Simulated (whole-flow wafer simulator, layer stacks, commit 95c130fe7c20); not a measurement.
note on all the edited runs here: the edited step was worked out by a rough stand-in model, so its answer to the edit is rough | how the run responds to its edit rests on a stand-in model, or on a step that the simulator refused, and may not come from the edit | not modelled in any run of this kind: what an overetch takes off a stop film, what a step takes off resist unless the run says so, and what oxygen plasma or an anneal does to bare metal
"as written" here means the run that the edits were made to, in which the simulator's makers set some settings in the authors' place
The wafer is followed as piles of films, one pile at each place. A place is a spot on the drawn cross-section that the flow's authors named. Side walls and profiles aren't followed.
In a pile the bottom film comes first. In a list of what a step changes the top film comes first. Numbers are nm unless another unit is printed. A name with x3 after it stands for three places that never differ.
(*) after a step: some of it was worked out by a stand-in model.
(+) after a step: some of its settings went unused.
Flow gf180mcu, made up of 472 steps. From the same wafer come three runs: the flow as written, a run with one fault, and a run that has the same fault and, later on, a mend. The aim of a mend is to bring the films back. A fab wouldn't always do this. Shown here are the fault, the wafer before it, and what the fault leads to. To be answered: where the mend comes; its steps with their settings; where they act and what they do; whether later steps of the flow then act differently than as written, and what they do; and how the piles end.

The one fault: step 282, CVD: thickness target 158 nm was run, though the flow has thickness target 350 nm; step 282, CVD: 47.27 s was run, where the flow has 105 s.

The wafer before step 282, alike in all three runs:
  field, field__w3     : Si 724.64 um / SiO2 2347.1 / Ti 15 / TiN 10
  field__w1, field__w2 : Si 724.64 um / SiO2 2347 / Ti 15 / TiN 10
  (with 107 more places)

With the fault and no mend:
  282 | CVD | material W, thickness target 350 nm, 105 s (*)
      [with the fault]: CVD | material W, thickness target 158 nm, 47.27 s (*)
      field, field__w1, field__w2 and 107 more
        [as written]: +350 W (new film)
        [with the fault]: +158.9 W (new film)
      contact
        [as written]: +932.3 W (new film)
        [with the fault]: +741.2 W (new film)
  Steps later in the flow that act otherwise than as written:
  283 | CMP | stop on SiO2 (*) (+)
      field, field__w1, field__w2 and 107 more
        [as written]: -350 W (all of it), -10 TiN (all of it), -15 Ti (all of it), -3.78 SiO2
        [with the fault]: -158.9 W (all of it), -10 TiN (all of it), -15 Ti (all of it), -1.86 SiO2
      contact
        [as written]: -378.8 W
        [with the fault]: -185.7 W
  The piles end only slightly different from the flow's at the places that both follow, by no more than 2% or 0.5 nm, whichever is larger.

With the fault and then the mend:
  The mend stands after step 282.
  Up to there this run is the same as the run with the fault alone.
  282a | CVD | material W, thickness target 192 nm, 57.63 s (a further turn of the flow's step 282, with different settings)
      field, field__w1, field__w2 and 108 more
        +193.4 W
  Every later step of the flow that is run acts as written, at every place that is followed, to within 2% or 0.5 nm, whichever is larger.
  The piles end only slightly different from the flow's at the places that both follow, by no more than 2% or 0.5 nm, whichever is larger.
